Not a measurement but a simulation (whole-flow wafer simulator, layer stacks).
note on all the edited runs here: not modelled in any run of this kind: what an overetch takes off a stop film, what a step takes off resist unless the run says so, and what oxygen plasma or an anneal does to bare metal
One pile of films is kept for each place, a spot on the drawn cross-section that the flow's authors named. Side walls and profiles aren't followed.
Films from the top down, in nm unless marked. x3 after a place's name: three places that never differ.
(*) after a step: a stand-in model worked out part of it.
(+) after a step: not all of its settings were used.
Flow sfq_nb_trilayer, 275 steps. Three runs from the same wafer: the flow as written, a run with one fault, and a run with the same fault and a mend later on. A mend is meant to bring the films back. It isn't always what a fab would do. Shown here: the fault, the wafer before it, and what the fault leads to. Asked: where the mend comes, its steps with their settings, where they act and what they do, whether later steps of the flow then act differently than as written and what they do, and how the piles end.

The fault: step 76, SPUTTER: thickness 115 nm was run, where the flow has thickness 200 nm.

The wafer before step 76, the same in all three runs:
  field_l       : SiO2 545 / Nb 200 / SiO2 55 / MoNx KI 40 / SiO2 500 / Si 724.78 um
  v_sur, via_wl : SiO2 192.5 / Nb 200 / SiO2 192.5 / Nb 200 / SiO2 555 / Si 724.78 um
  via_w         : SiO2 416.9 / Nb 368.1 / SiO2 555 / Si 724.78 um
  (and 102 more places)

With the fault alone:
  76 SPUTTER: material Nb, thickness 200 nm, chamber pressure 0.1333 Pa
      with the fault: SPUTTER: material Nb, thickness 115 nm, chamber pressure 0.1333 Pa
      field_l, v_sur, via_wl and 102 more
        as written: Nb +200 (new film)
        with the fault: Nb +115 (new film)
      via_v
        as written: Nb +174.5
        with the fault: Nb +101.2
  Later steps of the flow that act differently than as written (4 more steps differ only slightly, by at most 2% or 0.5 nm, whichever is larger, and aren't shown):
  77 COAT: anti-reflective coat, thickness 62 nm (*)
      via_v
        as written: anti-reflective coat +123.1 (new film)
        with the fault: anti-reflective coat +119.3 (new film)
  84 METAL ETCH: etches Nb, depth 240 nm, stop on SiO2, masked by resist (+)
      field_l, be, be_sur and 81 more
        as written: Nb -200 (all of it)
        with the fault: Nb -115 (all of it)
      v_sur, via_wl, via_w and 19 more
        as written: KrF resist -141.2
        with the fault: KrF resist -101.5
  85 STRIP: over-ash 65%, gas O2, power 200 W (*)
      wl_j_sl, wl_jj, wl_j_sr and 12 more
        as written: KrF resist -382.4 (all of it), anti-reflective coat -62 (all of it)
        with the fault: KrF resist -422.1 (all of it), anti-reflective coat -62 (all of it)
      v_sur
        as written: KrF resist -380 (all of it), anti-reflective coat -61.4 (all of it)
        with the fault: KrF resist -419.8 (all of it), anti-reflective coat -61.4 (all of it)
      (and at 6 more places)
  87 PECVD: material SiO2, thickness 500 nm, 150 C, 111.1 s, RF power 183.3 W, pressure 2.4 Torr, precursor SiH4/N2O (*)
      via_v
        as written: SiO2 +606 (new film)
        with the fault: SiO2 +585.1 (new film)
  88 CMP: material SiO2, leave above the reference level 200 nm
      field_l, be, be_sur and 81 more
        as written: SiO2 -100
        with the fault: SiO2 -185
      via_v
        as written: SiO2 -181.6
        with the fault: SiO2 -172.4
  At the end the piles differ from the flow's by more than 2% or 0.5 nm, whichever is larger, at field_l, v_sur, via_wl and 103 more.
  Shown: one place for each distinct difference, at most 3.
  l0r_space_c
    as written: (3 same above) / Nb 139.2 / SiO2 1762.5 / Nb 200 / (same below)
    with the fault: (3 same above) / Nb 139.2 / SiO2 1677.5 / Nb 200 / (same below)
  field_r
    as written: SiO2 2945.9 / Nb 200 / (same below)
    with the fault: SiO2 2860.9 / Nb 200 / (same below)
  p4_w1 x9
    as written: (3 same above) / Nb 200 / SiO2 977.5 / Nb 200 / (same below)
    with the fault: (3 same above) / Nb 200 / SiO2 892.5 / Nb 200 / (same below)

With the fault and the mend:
  The mend comes after step 76.
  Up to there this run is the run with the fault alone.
  76a SPUTTER: material Nb, thickness 85 nm, chamber pressure 0.1333 Pa (the flow's step 76 once more, with other settings)
      field_l, v_sur, via_wl and 102 more
        Nb +85
      via_v
        Nb +69.1
  No later step of the flow acts differently than as written, at any place that is followed, by more than 2% or 0.5 nm, whichever is larger.
  At the end the piles differ from the flow's only slightly at the places that both follow, by at most 2% or 0.5 nm, whichever is larger.
